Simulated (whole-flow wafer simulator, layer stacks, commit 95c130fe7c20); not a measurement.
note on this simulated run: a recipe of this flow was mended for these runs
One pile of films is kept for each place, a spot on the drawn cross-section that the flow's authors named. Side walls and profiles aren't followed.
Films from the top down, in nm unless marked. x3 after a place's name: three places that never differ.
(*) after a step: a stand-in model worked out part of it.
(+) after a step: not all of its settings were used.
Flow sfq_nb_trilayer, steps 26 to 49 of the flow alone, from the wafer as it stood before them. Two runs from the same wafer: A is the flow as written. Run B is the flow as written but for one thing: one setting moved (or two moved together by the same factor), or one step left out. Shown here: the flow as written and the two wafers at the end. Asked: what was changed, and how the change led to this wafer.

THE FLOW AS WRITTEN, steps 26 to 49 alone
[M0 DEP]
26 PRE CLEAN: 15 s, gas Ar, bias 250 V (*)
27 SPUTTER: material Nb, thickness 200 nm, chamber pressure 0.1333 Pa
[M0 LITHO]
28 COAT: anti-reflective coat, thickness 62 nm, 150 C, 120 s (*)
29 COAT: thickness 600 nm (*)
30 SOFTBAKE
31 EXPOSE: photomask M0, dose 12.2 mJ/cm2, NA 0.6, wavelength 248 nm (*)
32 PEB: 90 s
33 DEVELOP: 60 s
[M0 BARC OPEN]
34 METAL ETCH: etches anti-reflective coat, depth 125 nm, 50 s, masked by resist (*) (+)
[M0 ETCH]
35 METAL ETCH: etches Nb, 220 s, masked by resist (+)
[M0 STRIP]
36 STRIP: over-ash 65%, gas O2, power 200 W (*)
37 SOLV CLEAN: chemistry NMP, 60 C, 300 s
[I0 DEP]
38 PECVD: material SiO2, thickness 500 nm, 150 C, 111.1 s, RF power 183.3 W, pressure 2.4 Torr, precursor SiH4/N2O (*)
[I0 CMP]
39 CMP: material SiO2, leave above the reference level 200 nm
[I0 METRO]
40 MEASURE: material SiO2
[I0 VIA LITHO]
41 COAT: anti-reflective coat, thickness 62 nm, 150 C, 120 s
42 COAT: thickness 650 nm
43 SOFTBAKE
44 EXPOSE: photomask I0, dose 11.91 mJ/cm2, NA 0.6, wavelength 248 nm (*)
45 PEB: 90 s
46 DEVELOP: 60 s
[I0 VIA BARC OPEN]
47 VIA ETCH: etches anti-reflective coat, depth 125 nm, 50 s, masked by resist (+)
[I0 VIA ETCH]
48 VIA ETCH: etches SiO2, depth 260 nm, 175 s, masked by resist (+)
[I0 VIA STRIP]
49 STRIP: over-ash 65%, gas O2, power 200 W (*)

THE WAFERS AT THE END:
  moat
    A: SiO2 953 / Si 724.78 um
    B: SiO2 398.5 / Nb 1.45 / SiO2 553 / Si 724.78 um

The cause: step 35, METAL ETCH: 182 s was run, where the flow has 220 s.

How the change led to this, step by step:
  35 METAL ETCH: etches Nb, 220 s, masked by resist (+)
      moat, m0r_space_l x2: A Nb -200 (all of it), SiO2 -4 | B Nb -198.5
      field_l, v_sur, via_wl and 100 more: A KrF-resist-other-grade -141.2 | B KrF-resist-other-grade -116.8
  36 STRIP: over-ash 65%, gas O2, power 200 W (*)
      p4_fl x71: A KrF-resist-other-grade -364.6 (all of it), anti-reflective coat -62 (all of it) | B KrF-resist-other-grade -389 (all of it), anti-reflective coat -62 (all of it)
      jj_sur, ce_l, res, r_end: A KrF-resist-other-grade -370.5 (all of it), anti-reflective coat -63.7 (all of it) | B KrF-resist-other-grade -394.9 (all of it), anti-reflective coat -63.7 (all of it)
      (and at 28 more places)
  38 PECVD: material SiO2, thickness 500 nm, 150 C, 111.1 s, RF power 183.3 W, pressure 2.4 Torr, precursor SiH4/N2O (*)
      moat, m0r_space_l x2: A SiO2 +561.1 | B SiO2 +555.6 (new film)
Counting metal films that touch as one body, moat has 1 body; the flow as written gives 0 bodies.
